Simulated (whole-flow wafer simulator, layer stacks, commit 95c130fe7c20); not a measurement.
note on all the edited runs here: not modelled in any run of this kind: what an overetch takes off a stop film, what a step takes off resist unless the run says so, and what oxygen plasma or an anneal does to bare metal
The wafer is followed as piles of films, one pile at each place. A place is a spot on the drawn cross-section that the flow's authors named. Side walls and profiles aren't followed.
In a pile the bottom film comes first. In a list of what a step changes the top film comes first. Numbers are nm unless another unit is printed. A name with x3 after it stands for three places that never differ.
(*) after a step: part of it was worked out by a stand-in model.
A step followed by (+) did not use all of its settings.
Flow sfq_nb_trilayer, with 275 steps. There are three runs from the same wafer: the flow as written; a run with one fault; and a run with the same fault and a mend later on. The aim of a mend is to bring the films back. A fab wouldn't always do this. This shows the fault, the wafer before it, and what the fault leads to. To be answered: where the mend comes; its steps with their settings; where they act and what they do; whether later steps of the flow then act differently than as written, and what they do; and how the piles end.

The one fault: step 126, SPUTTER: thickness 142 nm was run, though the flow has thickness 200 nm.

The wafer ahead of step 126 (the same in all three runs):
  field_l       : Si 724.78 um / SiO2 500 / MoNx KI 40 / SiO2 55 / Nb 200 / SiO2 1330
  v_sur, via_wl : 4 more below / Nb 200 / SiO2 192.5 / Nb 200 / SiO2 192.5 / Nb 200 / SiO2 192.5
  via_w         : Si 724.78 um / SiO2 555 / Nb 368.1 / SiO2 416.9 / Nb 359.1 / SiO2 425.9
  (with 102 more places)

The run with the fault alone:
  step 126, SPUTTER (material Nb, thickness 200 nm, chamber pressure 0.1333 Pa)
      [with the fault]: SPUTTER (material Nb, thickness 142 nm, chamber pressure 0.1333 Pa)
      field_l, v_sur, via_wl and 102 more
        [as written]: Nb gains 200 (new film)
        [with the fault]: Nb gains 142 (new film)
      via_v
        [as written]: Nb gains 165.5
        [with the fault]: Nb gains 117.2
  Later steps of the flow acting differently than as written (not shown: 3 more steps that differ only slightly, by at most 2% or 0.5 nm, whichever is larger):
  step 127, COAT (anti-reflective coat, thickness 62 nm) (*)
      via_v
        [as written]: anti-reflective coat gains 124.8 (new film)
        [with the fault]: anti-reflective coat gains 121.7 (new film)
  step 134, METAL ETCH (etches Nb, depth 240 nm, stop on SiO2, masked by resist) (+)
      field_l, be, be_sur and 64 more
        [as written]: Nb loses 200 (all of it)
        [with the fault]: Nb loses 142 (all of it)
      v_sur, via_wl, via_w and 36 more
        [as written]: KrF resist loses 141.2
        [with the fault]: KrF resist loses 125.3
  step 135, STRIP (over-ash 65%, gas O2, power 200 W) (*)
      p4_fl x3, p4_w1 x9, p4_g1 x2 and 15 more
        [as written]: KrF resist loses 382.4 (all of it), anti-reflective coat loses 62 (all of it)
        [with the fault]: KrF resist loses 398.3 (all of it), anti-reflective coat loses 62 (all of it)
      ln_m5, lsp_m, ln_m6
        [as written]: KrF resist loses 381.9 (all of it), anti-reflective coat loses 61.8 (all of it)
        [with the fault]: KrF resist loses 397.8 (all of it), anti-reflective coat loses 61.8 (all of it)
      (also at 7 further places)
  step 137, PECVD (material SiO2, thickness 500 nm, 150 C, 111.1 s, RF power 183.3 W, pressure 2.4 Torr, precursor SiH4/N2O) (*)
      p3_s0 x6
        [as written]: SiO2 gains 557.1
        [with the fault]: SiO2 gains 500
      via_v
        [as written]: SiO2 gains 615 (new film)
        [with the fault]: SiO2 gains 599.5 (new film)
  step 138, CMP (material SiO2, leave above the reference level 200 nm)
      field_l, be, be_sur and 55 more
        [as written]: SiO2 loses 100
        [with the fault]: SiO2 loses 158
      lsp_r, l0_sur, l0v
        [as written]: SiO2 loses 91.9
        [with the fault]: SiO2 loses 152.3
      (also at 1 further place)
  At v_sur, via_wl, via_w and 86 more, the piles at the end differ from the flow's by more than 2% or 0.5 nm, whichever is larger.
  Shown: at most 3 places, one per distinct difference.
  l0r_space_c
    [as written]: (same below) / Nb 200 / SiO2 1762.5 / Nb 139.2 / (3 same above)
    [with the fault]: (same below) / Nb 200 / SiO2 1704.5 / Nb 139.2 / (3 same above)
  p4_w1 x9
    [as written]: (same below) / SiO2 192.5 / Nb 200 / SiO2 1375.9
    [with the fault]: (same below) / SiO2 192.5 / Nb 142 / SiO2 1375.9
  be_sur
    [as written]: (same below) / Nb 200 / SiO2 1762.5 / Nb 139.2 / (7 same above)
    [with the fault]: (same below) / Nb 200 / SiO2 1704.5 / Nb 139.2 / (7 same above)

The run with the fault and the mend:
  After step 126 comes the mend.
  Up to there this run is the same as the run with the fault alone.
  step 126a, SPUTTER (material Nb, thickness 58 nm, chamber pressure 0.1333 Pa) (the flow's step 126, run once more with other settings)
      field_l, v_sur, via_wl and 102 more
        Nb gains 58
      via_v
        Nb gains 45.4
  Later steps of the flow that are run all act as written at every place that is followed, up to a difference of at most 2% or 0.5 nm, whichever is larger.
  At the end the piles are close to the flow's at the places that both follow, differing by at most 2% or 0.5 nm, whichever is larger.
